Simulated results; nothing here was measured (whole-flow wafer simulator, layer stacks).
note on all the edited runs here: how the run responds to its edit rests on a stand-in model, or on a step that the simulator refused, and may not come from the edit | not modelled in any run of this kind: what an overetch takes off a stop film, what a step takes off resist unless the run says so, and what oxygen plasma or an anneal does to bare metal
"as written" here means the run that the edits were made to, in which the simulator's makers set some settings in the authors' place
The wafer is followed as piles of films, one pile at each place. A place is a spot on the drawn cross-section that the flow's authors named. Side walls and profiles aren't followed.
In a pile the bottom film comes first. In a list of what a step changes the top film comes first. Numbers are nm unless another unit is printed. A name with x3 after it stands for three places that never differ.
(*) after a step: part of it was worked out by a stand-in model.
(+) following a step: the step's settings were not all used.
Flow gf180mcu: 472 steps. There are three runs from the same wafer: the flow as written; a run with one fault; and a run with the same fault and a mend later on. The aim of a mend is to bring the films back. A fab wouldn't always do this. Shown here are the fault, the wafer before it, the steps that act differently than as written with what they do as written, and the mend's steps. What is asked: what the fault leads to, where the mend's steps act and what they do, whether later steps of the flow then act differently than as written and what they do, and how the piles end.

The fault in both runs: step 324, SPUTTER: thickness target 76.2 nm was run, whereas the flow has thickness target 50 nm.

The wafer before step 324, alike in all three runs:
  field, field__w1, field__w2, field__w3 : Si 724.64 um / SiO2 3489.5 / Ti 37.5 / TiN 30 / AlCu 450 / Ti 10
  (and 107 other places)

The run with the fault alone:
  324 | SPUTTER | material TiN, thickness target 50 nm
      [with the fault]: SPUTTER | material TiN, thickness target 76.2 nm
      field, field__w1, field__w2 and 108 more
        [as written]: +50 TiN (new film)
        [with the fault]: +76.2 TiN (new film)
  Steps later in the flow that act otherwise than as written (not shown: 3 more steps that differ only slightly, by at most 2% or 0.5 nm, whichever is larger):
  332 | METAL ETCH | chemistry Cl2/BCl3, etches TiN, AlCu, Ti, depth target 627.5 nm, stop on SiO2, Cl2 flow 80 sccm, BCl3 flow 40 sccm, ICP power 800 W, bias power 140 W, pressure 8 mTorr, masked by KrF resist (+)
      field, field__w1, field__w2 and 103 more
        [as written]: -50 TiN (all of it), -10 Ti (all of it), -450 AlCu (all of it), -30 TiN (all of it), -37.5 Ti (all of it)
        [with the fault]: -76.2 TiN (all of it), -10 Ti (all of it), -450 AlCu (all of it), -30 TiN (all of it), -37.5 Ti (all of it)
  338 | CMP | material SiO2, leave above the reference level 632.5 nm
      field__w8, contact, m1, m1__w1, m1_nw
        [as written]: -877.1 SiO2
        [with the fault]: -903.3 SiO2
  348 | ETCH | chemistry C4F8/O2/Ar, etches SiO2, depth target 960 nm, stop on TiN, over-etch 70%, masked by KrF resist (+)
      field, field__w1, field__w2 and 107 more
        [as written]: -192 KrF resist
        [with the fault]: -185.7 KrF resist
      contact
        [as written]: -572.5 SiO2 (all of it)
        [with the fault]: -546.3 SiO2 (all of it)
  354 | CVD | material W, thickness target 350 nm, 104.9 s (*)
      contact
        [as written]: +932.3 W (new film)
        [with the fault]: +905.8 W (new film)
  By the end, the piles at field__w8, contact, m1, m1__w1, m1_nw depart from the flow's by more than 2% or 0.5 nm, whichever is larger.
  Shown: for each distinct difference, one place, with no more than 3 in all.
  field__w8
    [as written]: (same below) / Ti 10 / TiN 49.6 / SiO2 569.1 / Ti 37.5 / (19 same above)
    [with the fault]: (same below) / Ti 10 / TiN 75.8 / SiO2 542.9 / Ti 37.5 / (19 same above)
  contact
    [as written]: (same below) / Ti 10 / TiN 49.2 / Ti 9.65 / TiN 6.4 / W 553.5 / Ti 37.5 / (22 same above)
    [with the fault]: (same below) / Ti 10 / TiN 75.4 / Ti 9.8 / TiN 6.5 / W 527.1 / Ti 37.5 / (22 same above)

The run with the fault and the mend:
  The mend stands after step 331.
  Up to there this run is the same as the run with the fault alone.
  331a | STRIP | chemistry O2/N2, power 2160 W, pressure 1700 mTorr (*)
      field__w8, contact, m1, m1__w1, m1_nw
        -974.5 KrF resist (all of it)
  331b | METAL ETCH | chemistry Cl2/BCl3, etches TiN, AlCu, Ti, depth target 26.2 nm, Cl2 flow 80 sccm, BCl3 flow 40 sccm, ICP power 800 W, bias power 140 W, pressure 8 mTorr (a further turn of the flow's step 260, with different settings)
      field, field__w1, field__w2 and 108 more
        -26.2 TiN
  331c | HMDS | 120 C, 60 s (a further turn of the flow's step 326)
      alters no film at any place that is followed
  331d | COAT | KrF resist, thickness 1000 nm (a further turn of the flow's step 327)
      field, field__w1, field__w2 and 108 more
        +1000 KrF resist (new film)
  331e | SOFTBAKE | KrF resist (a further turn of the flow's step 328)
      alters no film at any place that is followed
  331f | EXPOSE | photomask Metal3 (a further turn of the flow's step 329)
      alters no film at any place that is followed
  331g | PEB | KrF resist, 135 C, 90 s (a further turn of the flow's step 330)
      field, field__w1, field__w2 and 108 more
        -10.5 KrF resist
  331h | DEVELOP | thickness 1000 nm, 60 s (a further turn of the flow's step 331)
      field, field__w1, field__w2 and 103 more
        -989.5 KrF resist (all of it)
      field__w8, contact, m1, m1__w1, m1_nw
        -14.9 KrF resist
  Later steps of the flow that are run all act as written at every place that is followed.
  The piles end the same as the flow's at every place that both follow.
